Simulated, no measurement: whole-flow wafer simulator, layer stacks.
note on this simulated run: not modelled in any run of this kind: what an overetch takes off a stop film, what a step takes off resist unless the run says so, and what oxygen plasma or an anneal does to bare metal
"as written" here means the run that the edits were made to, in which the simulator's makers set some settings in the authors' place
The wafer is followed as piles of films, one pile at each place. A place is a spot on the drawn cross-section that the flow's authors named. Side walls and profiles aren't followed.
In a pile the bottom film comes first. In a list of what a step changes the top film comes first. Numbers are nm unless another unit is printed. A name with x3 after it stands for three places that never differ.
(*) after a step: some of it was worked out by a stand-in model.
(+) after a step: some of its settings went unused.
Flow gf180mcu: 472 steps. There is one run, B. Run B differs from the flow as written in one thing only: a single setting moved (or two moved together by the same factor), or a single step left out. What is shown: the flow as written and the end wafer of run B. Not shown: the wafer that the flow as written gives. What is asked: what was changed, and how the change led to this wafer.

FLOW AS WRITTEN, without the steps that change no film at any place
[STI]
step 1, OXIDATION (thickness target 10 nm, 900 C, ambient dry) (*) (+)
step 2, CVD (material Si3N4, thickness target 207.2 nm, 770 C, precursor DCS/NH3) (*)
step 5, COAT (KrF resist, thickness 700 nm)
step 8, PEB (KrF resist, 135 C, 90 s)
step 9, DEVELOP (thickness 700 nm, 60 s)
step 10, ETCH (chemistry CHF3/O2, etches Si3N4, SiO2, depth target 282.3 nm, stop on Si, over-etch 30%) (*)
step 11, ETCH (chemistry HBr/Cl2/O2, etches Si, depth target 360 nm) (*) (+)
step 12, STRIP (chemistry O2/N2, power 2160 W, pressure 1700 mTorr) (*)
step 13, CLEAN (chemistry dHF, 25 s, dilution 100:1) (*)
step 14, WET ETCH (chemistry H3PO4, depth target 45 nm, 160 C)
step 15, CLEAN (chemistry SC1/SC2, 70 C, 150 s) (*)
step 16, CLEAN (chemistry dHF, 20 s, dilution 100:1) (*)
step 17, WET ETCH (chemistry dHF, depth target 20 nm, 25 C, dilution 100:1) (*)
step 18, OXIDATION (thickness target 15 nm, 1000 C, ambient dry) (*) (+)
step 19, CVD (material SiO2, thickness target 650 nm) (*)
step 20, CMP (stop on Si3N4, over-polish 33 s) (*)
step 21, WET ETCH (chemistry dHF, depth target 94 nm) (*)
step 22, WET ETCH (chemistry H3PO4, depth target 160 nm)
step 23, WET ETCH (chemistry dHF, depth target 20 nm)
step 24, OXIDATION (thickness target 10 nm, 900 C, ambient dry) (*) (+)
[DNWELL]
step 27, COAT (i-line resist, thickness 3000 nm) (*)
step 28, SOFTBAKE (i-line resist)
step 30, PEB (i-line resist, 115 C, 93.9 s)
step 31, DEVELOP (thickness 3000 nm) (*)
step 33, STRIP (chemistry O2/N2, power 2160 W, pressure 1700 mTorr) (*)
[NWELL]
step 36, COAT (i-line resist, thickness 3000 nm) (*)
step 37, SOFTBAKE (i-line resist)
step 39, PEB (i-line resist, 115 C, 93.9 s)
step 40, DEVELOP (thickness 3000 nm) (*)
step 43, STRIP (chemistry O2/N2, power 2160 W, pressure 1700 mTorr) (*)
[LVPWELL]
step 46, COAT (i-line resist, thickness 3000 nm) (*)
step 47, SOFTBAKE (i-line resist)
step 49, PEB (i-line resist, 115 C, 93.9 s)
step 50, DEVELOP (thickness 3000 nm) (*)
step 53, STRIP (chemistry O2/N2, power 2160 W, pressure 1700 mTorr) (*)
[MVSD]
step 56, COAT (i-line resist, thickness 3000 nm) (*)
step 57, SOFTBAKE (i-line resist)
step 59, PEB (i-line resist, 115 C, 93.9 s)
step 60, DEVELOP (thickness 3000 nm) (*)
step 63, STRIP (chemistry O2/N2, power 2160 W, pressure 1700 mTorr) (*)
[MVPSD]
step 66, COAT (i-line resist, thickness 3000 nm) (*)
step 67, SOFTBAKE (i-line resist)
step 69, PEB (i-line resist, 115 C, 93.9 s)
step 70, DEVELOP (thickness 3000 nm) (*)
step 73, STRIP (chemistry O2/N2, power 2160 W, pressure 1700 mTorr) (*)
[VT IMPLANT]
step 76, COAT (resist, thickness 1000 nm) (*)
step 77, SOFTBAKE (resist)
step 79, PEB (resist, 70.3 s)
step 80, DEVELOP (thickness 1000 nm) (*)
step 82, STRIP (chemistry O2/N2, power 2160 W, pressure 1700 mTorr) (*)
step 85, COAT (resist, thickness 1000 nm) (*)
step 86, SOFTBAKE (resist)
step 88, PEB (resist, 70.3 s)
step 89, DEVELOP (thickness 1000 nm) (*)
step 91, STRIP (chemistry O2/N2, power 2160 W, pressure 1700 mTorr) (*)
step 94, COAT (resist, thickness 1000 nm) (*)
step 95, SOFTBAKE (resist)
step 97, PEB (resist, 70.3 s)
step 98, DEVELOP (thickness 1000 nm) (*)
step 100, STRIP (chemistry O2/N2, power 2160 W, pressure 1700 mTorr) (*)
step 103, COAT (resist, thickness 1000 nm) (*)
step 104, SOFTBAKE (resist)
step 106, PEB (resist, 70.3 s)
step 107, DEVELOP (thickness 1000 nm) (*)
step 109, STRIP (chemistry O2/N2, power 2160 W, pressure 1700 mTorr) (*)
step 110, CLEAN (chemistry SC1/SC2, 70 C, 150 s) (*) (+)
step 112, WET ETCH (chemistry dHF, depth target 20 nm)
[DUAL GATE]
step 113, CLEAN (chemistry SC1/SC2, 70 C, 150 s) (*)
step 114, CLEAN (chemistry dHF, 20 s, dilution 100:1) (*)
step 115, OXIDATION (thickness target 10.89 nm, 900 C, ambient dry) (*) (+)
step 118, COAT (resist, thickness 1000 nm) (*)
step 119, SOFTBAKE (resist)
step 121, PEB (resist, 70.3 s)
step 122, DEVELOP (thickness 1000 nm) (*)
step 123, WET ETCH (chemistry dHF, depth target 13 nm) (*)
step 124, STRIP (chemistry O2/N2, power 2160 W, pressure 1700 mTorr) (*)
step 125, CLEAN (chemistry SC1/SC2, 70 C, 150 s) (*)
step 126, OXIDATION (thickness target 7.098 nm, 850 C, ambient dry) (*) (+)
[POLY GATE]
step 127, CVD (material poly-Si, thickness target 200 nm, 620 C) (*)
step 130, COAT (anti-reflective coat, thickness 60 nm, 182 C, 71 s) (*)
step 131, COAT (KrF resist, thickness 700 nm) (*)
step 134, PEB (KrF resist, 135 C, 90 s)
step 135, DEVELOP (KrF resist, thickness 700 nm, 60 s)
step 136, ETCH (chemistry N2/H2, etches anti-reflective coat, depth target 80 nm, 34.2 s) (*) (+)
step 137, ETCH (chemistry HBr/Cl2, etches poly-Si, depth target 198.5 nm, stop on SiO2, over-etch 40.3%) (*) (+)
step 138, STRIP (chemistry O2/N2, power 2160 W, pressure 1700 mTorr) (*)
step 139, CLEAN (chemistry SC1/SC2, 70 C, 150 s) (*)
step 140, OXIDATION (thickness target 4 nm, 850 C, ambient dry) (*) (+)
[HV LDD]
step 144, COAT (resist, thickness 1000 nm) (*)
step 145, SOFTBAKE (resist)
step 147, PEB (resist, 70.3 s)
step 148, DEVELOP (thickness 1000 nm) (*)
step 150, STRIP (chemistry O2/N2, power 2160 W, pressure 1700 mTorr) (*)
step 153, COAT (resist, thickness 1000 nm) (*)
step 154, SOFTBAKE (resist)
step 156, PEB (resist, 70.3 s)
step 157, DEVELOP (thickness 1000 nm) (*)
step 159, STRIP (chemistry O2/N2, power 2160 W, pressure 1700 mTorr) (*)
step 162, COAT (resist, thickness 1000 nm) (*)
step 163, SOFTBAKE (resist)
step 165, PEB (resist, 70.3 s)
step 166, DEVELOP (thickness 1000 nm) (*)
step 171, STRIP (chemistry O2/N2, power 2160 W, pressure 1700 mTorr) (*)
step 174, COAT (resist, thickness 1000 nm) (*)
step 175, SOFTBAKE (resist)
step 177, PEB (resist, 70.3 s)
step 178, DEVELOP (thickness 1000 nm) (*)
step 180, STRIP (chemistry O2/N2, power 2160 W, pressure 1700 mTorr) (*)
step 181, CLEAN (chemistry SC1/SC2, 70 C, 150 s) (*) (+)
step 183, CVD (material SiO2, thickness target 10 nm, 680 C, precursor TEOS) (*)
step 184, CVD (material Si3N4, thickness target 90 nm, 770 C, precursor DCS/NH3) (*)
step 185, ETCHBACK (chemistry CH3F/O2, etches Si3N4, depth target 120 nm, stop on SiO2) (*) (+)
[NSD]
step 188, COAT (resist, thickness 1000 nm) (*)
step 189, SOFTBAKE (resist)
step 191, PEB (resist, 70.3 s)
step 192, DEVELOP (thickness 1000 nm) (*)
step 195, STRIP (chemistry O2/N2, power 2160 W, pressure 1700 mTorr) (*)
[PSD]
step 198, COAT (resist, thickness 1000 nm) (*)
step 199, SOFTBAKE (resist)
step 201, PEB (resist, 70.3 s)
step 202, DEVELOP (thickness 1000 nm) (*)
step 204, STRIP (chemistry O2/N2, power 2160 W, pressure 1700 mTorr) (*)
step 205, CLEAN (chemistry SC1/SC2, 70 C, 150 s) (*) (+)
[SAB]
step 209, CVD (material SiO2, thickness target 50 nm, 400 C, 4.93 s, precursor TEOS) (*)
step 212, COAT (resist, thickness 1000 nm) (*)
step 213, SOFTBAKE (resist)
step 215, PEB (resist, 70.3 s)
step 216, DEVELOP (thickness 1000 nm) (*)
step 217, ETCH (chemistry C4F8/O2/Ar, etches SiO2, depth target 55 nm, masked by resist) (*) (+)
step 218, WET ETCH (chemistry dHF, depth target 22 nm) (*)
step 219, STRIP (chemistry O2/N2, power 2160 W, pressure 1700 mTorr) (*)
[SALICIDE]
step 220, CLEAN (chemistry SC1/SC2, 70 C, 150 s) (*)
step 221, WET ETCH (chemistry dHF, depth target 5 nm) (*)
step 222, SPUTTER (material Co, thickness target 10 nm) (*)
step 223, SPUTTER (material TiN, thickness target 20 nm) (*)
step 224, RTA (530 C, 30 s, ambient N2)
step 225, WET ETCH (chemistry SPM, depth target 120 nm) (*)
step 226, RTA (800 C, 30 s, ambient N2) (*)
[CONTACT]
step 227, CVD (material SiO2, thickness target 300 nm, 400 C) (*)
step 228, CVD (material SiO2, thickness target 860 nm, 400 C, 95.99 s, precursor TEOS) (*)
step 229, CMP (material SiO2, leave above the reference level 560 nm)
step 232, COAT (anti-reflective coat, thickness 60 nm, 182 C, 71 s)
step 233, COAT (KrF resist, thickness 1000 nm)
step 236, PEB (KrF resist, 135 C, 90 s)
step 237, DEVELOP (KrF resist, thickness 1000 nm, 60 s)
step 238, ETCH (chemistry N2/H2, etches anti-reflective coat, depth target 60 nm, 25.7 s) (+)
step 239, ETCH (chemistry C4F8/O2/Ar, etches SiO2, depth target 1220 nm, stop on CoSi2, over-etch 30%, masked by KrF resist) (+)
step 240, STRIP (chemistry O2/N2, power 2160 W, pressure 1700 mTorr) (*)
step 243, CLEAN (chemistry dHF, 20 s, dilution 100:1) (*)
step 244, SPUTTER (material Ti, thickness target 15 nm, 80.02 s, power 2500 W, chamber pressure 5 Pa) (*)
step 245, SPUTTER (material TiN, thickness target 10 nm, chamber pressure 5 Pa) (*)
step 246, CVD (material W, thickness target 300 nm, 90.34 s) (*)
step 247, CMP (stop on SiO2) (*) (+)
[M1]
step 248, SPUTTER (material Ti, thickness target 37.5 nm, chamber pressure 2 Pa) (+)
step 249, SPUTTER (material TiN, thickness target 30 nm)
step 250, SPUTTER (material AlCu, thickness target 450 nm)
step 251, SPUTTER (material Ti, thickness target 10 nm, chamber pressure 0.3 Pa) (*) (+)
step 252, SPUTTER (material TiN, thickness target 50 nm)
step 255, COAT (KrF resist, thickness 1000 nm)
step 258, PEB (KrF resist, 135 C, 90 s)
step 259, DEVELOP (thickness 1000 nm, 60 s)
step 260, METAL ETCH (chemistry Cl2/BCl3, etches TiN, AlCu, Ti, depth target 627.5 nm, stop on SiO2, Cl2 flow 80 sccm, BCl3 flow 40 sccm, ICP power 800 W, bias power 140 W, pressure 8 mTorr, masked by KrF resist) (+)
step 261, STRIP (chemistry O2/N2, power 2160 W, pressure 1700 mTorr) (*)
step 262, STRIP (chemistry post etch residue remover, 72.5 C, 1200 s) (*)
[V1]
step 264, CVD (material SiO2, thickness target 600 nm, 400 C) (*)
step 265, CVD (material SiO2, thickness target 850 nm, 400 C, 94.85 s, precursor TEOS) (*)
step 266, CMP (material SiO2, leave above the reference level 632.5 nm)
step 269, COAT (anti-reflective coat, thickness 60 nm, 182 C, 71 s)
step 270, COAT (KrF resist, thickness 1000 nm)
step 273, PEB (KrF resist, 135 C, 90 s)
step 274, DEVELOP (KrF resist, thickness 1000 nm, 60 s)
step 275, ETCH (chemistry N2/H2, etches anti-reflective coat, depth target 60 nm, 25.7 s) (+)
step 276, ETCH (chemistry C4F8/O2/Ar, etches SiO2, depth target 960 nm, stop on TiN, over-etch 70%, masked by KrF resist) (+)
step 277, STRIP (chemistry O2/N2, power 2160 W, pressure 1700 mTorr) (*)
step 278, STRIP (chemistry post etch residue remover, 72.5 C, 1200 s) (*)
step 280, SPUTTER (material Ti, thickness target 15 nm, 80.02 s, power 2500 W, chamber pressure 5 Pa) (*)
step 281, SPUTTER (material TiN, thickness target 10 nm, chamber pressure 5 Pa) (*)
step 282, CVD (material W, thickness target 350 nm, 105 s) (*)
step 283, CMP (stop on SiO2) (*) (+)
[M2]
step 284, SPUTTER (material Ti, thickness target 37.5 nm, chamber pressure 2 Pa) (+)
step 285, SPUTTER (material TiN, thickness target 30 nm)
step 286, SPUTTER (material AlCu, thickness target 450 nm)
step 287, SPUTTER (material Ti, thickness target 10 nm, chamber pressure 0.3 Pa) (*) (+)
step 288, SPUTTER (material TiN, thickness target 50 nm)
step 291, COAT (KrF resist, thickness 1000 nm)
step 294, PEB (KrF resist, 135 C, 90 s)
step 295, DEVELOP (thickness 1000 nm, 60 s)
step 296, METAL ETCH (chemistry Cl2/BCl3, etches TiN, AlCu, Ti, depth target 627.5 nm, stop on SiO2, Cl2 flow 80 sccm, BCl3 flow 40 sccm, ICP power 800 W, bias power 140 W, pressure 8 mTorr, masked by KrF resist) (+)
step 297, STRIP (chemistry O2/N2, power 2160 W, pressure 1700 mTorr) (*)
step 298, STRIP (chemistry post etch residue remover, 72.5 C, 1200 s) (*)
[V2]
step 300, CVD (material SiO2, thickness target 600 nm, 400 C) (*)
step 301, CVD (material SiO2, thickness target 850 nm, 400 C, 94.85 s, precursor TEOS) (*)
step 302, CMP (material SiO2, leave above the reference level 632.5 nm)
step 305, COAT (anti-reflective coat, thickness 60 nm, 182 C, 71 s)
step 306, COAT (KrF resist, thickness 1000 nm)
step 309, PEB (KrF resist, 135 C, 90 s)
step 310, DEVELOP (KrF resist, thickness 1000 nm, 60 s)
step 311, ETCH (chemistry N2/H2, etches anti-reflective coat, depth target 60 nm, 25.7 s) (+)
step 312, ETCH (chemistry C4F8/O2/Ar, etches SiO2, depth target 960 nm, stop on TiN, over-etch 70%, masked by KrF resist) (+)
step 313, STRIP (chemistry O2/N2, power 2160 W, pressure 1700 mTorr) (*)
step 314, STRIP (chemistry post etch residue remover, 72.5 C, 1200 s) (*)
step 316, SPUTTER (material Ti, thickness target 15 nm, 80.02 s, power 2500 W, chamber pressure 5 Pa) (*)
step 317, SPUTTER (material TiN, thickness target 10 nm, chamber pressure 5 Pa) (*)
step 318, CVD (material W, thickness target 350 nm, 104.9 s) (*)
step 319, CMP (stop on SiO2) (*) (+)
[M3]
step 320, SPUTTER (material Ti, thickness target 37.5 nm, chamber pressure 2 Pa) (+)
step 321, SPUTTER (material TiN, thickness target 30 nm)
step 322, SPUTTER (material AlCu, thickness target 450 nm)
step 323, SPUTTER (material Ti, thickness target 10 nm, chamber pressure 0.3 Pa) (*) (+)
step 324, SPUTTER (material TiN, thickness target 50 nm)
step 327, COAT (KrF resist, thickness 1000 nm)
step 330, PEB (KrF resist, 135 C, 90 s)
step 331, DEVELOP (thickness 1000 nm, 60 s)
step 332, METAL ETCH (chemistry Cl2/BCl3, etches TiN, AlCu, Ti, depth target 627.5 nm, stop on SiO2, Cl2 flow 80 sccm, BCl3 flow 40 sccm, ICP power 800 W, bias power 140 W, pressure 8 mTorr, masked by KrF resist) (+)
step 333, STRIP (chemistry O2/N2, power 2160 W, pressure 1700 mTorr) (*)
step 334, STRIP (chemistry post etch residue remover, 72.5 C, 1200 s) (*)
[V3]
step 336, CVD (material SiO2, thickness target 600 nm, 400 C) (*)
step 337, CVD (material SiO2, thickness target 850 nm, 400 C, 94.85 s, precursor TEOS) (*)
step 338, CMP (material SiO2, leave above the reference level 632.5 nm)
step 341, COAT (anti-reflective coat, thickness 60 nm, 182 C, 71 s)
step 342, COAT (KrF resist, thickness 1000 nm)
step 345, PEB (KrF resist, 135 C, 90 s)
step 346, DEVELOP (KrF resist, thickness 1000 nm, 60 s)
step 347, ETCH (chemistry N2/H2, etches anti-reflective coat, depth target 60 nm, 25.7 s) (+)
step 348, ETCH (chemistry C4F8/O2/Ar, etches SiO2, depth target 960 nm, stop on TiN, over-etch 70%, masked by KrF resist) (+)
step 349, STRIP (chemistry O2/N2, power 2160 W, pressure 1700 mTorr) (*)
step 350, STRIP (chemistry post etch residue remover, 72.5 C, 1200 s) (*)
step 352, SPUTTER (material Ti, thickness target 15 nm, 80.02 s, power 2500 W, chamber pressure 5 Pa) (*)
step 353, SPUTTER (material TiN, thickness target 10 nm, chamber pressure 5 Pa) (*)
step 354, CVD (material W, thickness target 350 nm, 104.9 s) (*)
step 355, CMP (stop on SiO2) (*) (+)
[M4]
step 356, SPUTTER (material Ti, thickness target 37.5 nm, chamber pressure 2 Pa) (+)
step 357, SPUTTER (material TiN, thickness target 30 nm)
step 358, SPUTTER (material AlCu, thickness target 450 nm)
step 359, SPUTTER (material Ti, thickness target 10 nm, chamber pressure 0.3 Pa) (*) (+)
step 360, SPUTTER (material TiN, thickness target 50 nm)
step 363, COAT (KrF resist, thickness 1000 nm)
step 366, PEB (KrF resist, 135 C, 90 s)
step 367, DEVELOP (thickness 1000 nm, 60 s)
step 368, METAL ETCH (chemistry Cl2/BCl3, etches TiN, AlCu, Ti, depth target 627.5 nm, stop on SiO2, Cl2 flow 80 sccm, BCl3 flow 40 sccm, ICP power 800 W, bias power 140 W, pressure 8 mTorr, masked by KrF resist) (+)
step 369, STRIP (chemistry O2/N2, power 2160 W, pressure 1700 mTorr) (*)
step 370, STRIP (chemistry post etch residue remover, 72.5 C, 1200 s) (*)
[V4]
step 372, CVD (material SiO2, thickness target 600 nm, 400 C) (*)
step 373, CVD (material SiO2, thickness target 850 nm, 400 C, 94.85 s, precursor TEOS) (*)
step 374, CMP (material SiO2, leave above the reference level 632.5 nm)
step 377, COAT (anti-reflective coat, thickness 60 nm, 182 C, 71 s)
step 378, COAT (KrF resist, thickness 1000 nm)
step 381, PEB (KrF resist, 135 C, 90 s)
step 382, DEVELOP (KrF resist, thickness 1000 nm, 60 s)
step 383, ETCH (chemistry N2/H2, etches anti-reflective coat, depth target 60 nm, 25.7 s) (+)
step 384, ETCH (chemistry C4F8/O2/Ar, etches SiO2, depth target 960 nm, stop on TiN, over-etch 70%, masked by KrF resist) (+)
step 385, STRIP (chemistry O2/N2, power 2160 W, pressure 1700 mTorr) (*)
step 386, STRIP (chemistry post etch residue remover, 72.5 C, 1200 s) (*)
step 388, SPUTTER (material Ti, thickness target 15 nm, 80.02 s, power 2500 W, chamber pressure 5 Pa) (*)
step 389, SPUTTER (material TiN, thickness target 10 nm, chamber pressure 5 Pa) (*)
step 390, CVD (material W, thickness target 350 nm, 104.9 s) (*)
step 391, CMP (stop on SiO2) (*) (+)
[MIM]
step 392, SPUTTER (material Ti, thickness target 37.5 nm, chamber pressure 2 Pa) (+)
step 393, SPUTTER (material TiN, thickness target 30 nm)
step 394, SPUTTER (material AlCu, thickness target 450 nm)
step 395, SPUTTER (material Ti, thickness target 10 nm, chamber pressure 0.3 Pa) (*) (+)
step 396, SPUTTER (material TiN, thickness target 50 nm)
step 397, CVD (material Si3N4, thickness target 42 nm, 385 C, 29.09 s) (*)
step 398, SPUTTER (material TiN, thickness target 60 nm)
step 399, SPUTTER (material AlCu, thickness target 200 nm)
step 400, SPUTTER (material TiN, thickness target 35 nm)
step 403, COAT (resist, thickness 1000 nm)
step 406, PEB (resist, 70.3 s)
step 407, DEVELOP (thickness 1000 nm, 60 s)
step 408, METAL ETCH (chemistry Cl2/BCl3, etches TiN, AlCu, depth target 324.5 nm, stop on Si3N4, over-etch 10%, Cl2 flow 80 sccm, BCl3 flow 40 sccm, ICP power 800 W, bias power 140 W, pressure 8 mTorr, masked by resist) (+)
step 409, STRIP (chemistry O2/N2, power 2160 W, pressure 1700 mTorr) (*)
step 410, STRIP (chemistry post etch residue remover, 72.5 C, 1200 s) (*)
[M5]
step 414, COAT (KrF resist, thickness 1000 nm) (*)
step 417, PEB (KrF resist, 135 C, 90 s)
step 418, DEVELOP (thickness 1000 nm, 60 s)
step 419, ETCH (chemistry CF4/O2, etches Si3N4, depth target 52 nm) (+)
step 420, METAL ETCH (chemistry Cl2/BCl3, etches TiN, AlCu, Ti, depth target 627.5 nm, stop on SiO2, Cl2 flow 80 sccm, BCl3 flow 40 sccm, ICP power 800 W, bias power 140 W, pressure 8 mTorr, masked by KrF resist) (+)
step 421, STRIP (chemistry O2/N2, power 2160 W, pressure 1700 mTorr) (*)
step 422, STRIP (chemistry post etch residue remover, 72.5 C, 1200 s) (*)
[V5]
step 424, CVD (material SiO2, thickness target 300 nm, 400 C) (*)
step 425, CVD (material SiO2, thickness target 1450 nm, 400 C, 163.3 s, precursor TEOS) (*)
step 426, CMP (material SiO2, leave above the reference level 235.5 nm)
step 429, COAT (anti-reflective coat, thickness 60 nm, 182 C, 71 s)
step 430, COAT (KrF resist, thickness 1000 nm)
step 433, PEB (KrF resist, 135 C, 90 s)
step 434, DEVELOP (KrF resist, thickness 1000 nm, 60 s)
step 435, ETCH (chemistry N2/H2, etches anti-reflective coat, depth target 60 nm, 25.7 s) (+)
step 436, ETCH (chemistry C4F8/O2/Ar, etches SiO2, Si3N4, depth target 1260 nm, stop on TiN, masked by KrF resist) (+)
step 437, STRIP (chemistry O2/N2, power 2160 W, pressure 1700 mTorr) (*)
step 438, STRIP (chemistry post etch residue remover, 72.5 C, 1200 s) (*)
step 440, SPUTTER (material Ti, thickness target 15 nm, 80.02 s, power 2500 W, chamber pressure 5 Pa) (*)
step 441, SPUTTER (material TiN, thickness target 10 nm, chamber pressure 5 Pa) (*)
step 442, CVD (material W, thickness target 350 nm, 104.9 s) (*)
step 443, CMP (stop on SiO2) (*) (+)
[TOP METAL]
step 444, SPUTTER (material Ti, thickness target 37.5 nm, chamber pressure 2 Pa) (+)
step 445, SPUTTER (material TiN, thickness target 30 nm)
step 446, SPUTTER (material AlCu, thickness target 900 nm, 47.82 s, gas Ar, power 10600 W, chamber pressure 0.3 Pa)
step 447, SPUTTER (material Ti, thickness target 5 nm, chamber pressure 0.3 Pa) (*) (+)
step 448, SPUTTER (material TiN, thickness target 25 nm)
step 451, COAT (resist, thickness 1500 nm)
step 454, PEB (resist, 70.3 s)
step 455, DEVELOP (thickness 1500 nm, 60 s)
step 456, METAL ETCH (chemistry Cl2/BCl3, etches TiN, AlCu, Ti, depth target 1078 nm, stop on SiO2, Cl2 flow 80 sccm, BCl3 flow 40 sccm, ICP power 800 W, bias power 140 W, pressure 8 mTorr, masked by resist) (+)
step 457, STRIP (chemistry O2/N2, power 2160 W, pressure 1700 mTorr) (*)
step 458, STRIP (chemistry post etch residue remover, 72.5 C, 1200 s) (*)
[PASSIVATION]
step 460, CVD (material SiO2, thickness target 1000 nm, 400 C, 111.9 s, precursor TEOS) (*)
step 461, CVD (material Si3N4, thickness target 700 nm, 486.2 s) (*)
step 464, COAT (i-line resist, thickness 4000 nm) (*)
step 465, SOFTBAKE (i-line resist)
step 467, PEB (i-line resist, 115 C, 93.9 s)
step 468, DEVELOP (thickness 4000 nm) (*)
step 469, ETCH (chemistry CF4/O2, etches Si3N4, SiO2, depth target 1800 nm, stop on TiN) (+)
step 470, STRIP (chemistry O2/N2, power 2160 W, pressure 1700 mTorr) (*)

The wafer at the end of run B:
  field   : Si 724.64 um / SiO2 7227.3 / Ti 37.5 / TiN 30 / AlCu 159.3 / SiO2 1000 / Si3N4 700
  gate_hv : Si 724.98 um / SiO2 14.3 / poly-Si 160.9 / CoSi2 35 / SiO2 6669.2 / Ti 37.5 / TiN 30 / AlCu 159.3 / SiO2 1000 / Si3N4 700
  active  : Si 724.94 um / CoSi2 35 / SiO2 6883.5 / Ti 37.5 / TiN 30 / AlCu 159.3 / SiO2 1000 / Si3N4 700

The reason: step 456, METAL ETCH: depth target 765 nm was run, though the flow has depth target 1078 nm.

The path from the change to this, step by step:
  step 456, METAL ETCH (chemistry Cl2/BCl3, etches TiN, AlCu, Ti, depth target 1078 nm, stop on SiO2, Cl2 flow 80 sccm, BCl3 flow 40 sccm, ICP power 800 W, bias power 140 W, pressure 8 mTorr, masked by resist) (+)
      field, field__w1, field__w2 and 103 more: TiN loses 25 (all of it), Ti loses 5 (all of it), AlCu loses 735 (it would be, as written: TiN loses 25 (all of it), Ti loses 5 (all of it), AlCu loses 900 (all of it), TiN loses 30 (all of it), Ti loses 37.5 (all of it))
      field__w8, contact, m1, m1__w1, pad, m1_nw: resist loses 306 (it would be, as written: resist loses 431)
  step 457, STRIP (chemistry O2/N2, power 2160 W, pressure 1700 mTorr) (*)
      field__w8, contact, m1, m1__w1, pad, m1_nw: resist loses 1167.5 (all of it) (it would be, as written: resist loses 1042.5 (all of it))
  step 458, STRIP (chemistry post etch residue remover, 72.5 C, 1200 s) (*)
      field, field__w1, field__w2 and 103 more: AlCu loses 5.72 (it would be, as written: nothing)
  step 460, CVD (material SiO2, thickness target 1000 nm, 400 C, 111.9 s, precursor TEOS) (*)
      field, field__w1, field__w2 and 103 more: SiO2 gains 1000 (new film) (it would be, as written: SiO2 gains 1000)
  step 464, COAT (i-line resist, thickness 4000 nm) (*)
      field__w8: i-line resist gains 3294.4 (new film) (it would be, as written: i-line resist gains 3093.1 (new film))
      contact: i-line resist gains 3334.2 (new film) (it would be, as written: i-line resist gains 3153.6 (new film))
      (also at 4 further places)
  step 465, SOFTBAKE (i-line resist)
      gate: i-line resist loses 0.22 (it would be, as written: i-line resist gains 1.79)
      field__w11, field__w13: i-line resist gains 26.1 (it would be, as written: i-line resist gains 37.6)
      (also at 66 further places)
  step 467, PEB (i-line resist, 115 C, 93.9 s)
      field__w8, m1__w1: i-line resist loses 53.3 (it would be, as written: i-line resist loses 49.2)
      contact, m1: i-line resist loses 53.6 (it would be, as written: i-line resist loses 49.6)
      (also at 2 further places)
  step 468, DEVELOP (thickness 4000 nm) (*)
      pad: i-line resist loses 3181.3 (all of it) (it would be, as written: i-line resist loses 2960.4 (all of it))
  step 470, STRIP (chemistry O2/N2, power 2160 W, pressure 1700 mTorr) (*)
      field__w8, m1__w1: i-line resist loses 1993.3 (all of it) (it would be, as written: i-line resist loses 1775.9 (all of it))
      contact: i-line resist loses 2008.2 (all of it) (it would be, as written: i-line resist loses 1798.3 (all of it))
      (also at 2 further places)
With metal films that touch counted as one body, field has 1 body; the flow as written gives 0 bodies.
With metal films that touch counted as one body, gate_hv has 2 bodies (between them, from the top down: SiO2 6669.2); the flow as written gives 1 body.
With metal films that touch counted as one body, active has 2 bodies (between them, from the top down: SiO2 6883.5); the flow as written gives 1 body.
